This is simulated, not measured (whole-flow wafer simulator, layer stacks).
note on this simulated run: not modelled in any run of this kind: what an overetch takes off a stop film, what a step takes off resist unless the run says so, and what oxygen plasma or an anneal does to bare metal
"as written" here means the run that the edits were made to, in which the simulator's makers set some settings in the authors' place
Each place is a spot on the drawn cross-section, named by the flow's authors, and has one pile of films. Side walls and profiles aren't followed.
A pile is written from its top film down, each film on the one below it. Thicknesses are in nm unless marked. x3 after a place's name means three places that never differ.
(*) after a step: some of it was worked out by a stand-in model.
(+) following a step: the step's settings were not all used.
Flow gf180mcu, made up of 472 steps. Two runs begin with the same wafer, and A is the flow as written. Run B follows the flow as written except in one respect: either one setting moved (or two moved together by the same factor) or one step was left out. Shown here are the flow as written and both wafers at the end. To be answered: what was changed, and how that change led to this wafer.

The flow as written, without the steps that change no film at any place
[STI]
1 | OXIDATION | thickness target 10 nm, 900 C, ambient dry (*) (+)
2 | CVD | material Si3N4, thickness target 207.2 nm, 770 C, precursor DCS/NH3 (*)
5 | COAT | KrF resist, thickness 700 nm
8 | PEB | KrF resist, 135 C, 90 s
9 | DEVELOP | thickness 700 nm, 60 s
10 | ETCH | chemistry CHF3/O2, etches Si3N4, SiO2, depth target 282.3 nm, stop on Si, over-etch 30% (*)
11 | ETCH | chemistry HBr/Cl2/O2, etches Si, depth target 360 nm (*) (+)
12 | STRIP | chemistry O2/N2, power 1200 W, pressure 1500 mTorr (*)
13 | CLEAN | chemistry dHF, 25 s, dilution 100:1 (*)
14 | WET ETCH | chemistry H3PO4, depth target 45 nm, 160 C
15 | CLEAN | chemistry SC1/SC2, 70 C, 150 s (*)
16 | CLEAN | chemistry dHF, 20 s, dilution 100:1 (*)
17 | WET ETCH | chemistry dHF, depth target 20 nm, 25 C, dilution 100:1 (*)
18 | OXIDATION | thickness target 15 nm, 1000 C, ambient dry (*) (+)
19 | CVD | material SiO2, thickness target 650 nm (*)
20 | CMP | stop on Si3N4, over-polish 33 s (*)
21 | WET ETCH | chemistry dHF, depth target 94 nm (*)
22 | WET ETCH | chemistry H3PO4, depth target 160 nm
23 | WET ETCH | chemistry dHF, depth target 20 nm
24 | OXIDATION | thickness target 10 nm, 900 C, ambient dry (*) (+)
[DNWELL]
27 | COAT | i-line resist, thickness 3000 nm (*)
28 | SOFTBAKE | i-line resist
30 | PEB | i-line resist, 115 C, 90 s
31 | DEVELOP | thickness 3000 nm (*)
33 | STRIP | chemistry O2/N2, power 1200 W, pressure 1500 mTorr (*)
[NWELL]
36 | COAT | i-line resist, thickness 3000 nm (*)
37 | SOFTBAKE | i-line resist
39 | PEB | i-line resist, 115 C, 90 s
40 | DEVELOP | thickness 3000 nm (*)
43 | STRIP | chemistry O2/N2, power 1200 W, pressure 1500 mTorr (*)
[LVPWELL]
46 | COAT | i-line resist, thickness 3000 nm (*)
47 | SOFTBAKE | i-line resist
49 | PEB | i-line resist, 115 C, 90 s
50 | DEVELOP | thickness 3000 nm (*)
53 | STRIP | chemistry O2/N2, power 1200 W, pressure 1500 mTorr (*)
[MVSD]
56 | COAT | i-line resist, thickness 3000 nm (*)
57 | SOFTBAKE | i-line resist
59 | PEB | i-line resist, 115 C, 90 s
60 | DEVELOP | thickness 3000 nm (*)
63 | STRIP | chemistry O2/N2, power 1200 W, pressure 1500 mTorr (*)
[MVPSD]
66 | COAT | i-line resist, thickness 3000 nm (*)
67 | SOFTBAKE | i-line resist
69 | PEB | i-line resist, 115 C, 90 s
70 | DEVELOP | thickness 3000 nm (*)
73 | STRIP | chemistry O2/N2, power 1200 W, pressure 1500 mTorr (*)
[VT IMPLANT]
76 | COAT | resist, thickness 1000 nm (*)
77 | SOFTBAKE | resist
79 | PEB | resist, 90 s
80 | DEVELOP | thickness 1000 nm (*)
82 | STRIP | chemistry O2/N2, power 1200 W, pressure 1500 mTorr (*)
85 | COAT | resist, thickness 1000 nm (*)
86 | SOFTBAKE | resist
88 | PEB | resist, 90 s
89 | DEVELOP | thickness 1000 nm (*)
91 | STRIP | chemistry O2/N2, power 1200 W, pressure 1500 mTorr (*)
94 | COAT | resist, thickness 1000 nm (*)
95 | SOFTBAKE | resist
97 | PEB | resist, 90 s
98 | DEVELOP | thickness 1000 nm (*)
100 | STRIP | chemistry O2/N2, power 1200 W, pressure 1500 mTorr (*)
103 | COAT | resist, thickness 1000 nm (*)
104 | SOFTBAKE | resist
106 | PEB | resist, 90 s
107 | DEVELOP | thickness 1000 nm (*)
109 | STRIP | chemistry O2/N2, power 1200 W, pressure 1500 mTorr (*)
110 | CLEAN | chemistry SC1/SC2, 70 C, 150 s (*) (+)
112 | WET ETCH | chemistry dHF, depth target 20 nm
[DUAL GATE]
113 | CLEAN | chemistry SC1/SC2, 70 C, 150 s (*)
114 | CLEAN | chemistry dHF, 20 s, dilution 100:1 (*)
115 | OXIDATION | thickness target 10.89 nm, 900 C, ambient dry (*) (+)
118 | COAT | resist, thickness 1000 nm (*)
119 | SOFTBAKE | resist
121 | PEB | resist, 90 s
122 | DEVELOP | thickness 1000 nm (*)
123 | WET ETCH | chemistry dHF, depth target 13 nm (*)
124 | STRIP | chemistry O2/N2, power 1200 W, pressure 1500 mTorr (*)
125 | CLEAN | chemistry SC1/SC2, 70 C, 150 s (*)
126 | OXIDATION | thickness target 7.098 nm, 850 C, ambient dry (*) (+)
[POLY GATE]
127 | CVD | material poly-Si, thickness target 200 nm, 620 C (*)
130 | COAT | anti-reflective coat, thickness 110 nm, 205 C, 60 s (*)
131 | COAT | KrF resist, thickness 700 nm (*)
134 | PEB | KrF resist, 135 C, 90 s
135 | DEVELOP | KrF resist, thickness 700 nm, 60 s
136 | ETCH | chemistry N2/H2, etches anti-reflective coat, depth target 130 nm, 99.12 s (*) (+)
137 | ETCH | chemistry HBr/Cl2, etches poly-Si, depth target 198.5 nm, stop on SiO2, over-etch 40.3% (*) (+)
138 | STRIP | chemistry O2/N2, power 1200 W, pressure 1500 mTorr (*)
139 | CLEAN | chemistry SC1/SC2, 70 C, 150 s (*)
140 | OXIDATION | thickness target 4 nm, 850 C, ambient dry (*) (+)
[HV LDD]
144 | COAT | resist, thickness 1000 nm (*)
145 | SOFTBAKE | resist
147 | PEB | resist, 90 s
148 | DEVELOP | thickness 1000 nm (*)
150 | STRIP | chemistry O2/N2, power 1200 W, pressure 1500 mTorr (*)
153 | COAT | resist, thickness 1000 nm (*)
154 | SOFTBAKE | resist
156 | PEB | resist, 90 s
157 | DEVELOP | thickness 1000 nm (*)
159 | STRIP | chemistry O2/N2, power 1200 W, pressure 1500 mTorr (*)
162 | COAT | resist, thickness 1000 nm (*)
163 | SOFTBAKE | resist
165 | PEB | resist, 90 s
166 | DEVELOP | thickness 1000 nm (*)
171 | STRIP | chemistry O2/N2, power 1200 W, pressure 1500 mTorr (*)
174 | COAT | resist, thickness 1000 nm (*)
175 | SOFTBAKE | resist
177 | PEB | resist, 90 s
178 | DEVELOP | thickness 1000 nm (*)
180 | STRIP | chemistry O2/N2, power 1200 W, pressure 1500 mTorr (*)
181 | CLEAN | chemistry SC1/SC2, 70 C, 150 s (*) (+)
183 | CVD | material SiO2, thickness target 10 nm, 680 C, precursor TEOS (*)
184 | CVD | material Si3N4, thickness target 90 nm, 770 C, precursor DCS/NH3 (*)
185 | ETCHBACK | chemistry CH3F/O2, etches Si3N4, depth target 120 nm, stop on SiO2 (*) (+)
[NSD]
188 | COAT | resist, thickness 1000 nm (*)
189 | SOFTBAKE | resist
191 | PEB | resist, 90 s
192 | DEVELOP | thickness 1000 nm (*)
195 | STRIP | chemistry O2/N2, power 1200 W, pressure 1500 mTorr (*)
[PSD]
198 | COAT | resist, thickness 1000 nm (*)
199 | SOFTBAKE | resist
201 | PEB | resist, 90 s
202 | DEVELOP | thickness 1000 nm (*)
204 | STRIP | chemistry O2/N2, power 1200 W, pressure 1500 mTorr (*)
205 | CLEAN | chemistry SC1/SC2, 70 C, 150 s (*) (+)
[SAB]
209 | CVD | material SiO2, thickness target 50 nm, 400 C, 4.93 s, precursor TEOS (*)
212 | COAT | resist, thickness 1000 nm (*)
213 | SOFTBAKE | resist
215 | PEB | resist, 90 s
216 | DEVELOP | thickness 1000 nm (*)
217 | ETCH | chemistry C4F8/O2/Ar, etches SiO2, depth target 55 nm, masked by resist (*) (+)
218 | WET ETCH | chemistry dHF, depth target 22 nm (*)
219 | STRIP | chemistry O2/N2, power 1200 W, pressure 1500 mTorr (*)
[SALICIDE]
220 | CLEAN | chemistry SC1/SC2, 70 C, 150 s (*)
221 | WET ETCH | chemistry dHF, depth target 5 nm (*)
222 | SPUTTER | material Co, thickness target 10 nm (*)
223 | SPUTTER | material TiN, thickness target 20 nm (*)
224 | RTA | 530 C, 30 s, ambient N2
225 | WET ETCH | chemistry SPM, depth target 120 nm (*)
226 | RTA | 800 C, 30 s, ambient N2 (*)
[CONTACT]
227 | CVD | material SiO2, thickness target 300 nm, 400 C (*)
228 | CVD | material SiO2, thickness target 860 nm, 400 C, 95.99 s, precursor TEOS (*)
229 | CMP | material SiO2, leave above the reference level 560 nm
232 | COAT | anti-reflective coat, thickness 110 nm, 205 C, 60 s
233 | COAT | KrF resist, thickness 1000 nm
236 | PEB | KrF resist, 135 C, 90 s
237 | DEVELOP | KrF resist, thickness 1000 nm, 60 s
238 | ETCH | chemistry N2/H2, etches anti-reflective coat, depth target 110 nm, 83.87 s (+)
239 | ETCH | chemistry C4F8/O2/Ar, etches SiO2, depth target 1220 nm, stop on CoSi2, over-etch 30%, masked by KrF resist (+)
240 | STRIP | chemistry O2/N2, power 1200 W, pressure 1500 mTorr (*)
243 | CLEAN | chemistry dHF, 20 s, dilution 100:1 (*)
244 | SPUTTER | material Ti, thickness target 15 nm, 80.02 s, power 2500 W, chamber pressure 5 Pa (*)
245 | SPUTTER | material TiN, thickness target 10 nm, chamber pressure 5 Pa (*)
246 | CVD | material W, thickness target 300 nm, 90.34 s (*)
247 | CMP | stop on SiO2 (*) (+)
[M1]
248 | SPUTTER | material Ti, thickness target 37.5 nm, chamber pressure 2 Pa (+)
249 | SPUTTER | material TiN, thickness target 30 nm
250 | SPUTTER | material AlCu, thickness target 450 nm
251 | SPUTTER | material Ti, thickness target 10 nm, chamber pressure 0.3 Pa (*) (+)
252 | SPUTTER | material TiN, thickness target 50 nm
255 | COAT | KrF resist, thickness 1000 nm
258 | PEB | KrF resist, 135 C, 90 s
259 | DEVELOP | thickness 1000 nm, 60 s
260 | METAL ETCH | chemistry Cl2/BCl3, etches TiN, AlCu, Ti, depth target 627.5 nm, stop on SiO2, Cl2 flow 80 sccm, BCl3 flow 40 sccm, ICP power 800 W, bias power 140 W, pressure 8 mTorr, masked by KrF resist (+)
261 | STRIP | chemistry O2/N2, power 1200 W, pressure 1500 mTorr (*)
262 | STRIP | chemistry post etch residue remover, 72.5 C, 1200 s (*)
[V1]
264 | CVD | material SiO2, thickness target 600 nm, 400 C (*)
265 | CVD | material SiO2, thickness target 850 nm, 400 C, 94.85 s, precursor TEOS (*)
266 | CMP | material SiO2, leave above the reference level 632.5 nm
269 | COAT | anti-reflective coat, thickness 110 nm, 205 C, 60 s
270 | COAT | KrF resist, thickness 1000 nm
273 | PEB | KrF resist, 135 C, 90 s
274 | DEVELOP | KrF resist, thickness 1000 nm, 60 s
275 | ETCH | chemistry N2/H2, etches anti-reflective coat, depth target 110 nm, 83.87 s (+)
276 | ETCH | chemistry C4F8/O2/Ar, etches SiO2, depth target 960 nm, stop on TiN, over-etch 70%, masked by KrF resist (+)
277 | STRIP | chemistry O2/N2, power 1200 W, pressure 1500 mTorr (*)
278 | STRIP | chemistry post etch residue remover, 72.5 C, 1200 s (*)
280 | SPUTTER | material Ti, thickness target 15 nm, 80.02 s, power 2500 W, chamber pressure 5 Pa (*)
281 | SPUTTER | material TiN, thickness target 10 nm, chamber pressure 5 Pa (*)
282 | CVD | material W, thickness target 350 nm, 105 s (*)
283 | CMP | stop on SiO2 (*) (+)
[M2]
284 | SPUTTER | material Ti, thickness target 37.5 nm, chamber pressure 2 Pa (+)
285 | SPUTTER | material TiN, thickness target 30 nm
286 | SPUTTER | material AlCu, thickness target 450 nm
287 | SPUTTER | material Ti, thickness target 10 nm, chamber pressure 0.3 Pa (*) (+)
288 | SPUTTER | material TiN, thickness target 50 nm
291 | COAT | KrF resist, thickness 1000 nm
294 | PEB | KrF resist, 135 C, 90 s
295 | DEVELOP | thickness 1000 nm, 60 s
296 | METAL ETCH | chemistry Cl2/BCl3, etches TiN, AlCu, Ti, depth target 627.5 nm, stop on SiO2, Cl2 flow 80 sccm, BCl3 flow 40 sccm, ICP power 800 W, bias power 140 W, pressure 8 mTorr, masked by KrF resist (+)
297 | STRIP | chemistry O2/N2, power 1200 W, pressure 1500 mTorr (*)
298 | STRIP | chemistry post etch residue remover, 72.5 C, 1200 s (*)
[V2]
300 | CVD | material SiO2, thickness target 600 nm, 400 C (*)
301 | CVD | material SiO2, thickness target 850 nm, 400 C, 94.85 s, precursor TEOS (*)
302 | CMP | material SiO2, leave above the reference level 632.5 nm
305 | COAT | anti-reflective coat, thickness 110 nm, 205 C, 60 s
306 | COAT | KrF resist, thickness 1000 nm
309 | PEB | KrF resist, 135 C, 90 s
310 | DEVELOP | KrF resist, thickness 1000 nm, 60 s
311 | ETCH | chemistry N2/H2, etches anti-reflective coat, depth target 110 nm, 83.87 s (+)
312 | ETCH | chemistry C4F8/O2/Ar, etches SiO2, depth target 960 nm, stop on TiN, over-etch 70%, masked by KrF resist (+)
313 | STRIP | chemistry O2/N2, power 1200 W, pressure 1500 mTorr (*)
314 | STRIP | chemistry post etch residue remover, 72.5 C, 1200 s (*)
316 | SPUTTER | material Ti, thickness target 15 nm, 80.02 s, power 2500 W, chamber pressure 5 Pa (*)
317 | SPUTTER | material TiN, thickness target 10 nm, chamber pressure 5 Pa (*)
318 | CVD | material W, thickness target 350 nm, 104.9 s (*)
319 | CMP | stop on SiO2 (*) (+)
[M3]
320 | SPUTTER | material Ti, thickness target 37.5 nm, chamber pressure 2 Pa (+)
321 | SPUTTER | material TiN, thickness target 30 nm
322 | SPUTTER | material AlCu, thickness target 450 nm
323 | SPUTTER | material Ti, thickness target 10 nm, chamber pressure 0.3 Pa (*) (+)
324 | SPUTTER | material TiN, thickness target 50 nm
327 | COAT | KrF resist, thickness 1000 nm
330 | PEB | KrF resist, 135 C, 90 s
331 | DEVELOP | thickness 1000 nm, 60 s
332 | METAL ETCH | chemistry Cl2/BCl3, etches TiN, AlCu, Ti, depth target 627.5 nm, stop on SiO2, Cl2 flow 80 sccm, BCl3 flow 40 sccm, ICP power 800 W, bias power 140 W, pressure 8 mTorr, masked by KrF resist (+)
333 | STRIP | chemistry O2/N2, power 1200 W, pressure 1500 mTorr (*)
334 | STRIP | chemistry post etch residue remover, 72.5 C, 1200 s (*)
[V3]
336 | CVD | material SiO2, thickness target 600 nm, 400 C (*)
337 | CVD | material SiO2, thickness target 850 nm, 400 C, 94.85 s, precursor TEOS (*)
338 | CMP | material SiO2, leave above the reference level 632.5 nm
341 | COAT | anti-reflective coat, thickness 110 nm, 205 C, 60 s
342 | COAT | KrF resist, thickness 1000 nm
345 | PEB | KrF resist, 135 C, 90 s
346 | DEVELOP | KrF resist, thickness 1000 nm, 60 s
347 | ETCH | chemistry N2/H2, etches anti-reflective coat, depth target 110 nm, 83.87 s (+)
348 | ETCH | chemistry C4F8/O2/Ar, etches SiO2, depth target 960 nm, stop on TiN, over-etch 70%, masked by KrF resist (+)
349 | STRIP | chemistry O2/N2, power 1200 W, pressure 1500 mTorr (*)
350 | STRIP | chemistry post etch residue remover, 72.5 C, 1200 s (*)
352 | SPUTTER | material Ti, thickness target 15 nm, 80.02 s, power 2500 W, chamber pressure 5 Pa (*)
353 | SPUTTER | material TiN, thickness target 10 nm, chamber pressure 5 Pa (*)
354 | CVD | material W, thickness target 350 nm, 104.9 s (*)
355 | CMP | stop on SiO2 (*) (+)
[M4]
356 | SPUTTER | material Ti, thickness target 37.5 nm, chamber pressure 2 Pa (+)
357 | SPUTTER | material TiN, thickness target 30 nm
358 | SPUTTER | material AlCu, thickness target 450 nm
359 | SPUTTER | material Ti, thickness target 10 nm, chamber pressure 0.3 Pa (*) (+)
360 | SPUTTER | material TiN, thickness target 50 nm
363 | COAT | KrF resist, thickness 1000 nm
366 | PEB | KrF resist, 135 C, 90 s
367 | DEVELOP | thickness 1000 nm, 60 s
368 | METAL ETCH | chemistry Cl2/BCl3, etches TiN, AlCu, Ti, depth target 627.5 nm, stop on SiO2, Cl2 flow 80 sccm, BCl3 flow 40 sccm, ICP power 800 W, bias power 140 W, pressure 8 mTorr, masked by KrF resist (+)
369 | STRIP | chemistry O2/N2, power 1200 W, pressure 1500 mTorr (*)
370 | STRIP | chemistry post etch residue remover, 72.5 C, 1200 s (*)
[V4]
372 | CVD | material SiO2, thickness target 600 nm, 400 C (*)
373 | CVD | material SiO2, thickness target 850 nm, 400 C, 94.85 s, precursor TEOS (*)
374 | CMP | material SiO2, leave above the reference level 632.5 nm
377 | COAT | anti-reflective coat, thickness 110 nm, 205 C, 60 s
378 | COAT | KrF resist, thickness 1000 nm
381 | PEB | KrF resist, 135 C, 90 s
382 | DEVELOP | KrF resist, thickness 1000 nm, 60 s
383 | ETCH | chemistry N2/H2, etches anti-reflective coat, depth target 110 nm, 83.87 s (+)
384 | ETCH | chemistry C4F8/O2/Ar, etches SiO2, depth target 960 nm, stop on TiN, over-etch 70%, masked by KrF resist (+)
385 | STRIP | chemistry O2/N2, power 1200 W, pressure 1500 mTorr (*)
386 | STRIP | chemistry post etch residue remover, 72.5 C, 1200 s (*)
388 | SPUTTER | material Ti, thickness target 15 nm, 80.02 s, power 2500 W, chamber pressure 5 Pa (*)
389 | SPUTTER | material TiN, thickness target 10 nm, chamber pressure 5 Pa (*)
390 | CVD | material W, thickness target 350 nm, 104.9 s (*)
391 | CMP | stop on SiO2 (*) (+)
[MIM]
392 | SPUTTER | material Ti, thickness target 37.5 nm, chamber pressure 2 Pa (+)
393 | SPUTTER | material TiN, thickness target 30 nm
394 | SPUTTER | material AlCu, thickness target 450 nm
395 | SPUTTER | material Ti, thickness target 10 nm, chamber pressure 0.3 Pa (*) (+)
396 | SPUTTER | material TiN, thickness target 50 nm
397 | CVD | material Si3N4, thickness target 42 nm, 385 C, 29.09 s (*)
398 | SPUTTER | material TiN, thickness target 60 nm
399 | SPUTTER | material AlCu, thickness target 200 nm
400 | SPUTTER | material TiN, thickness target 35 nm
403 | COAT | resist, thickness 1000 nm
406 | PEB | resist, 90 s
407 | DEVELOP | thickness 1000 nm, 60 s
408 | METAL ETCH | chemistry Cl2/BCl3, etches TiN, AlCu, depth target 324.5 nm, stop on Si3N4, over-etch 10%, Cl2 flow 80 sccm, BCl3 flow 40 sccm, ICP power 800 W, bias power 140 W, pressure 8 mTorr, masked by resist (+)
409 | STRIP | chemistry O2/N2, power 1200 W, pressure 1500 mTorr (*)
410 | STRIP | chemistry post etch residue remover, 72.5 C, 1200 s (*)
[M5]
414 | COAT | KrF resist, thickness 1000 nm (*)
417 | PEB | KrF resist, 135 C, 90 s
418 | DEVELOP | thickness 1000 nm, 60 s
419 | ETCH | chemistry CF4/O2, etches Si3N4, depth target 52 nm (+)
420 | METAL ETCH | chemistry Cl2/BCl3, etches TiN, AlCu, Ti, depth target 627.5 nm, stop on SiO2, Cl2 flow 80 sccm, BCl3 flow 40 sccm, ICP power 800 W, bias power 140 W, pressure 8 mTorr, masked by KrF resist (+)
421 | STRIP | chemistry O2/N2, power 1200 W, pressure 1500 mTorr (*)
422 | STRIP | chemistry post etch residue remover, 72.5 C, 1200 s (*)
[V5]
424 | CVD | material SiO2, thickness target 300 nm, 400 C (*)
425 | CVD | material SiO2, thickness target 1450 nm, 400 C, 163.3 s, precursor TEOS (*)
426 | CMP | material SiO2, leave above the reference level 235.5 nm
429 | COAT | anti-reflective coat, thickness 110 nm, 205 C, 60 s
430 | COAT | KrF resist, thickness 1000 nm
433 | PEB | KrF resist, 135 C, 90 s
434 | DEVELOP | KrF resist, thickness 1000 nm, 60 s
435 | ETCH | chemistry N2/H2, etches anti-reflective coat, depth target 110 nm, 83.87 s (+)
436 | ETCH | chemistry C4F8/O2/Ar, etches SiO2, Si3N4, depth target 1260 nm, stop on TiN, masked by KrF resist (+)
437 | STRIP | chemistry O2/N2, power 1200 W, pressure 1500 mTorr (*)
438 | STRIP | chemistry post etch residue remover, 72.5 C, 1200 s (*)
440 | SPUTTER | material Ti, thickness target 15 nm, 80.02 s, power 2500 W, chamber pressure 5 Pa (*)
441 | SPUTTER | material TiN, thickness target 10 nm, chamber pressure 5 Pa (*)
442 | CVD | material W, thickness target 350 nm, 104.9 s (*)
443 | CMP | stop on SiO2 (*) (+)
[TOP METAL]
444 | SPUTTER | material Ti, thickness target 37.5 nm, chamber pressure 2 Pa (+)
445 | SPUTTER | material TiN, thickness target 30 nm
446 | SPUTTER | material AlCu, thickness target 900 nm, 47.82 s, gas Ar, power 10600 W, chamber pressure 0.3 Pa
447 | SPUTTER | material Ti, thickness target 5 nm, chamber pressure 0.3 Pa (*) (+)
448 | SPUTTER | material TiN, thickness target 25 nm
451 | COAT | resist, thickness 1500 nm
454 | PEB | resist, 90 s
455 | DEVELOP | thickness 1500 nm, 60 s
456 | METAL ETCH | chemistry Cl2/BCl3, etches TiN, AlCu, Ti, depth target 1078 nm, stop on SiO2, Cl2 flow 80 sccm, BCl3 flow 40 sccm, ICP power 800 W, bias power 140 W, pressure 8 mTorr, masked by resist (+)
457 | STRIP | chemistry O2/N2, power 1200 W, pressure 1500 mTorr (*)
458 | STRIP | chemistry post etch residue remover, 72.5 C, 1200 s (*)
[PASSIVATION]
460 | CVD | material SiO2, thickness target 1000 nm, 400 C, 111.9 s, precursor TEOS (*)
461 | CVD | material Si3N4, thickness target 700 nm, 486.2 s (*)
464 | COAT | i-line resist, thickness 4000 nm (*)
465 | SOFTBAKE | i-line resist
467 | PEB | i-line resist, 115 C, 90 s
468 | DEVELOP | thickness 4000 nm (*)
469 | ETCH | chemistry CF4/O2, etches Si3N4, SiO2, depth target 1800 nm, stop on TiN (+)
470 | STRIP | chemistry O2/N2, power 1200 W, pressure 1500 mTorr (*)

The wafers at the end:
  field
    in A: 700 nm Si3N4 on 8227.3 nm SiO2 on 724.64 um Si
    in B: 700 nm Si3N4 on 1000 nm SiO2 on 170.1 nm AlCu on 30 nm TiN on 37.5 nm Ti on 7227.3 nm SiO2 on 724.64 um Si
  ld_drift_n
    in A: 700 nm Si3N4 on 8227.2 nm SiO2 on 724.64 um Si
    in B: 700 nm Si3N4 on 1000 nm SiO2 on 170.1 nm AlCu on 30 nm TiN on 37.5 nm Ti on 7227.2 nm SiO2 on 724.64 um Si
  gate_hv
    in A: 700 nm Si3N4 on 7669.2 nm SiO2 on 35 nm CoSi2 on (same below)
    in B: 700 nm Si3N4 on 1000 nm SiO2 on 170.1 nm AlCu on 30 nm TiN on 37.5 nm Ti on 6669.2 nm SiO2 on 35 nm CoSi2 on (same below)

What caused this: step 456, METAL ETCH: depth target 754.2 nm was run, while the flow as written has depth target 1078 nm.

Step by step, how the change led to this:
  456 | METAL ETCH | chemistry Cl2/BCl3, etches TiN, AlCu, Ti, depth target 1078 nm, stop on SiO2, Cl2 flow 80 sccm, BCl3 flow 40 sccm, ICP power 800 W, bias power 140 W, pressure 8 mTorr, masked by resist (+)
      field, field__w1, field__w2 and 103 more: A TiN loses 25 (all of it), Ti loses 5 (all of it), AlCu loses 900 (all of it), TiN loses 30 (all of it), Ti loses 37.5 (all of it) | B TiN loses 25 (all of it), Ti loses 5 (all of it), AlCu loses 724.2
      field__w8, contact, m1, m1__w1, pad, m1_nw: A resist loses 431 | B resist loses 301.7
  457 | STRIP | chemistry O2/N2, power 1200 W, pressure 1500 mTorr (*)
      field__w8, contact, m1, m1__w1, pad, m1_nw: A resist loses 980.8 (all of it) | B resist loses 1110.1 (all of it)
  458 | STRIP | chemistry post etch residue remover, 72.5 C, 1200 s (*)
      field, field__w1, field__w2 and 103 more: A nothing | B AlCu loses 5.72
  460 | CVD | material SiO2, thickness target 1000 nm, 400 C, 111.9 s, precursor TEOS (*)
      field, field__w1, field__w2 and 103 more: A SiO2 gains 1000 | B SiO2 gains 1000 (new film)
  464 | COAT | i-line resist, thickness 4000 nm (*)
      field__w8: A i-line resist gains 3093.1 (new film) | B i-line resist gains 3304 (new film)
      contact: A i-line resist gains 3153.6 (new film) | B i-line resist gains 3343 (new film)
      (and at 4 other places as well)
  465 | SOFTBAKE | i-line resist
      field__w5, field__w9: A i-line resist gains 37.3 | B i-line resist gains 25.6
      field__w11, field__w13: A i-line resist gains 37.9 | B i-line resist gains 25.7
      (and at 65 other places as well)
  467 | PEB | i-line resist, 115 C, 90 s
      field__w8, m1__w1: A i-line resist loses 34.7 | B i-line resist loses 38.5
      contact, m1: A i-line resist loses 35.1 | B i-line resist loses 38.7
      (and at 2 other places as well)
  468 | DEVELOP | thickness 4000 nm (*)
      pad: A i-line resist loses 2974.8 (all of it) | B i-line resist loses 3206.8 (all of it)
  470 | STRIP | chemistry O2/N2, power 1200 W, pressure 1500 mTorr (*)
      field__w8, m1__w1: A i-line resist loses 1787.7 (all of it) | B i-line resist loses 2016.7 (all of it)
      contact: A i-line resist loses 1811.2 (all of it) | B i-line resist loses 2032.2 (all of it)
      (and at 2 other places as well)
If metal films that touch count as one body, field has 1 body; the flow as written gives 0 bodies.
If metal films that touch count as one body, ld_drift_n has 1 body; the flow as written gives 0 bodies.
If metal films that touch count as one body, gate_hv has 2 bodies (between them, from the top down: SiO2 6669.2); the flow as written gives 1 body.
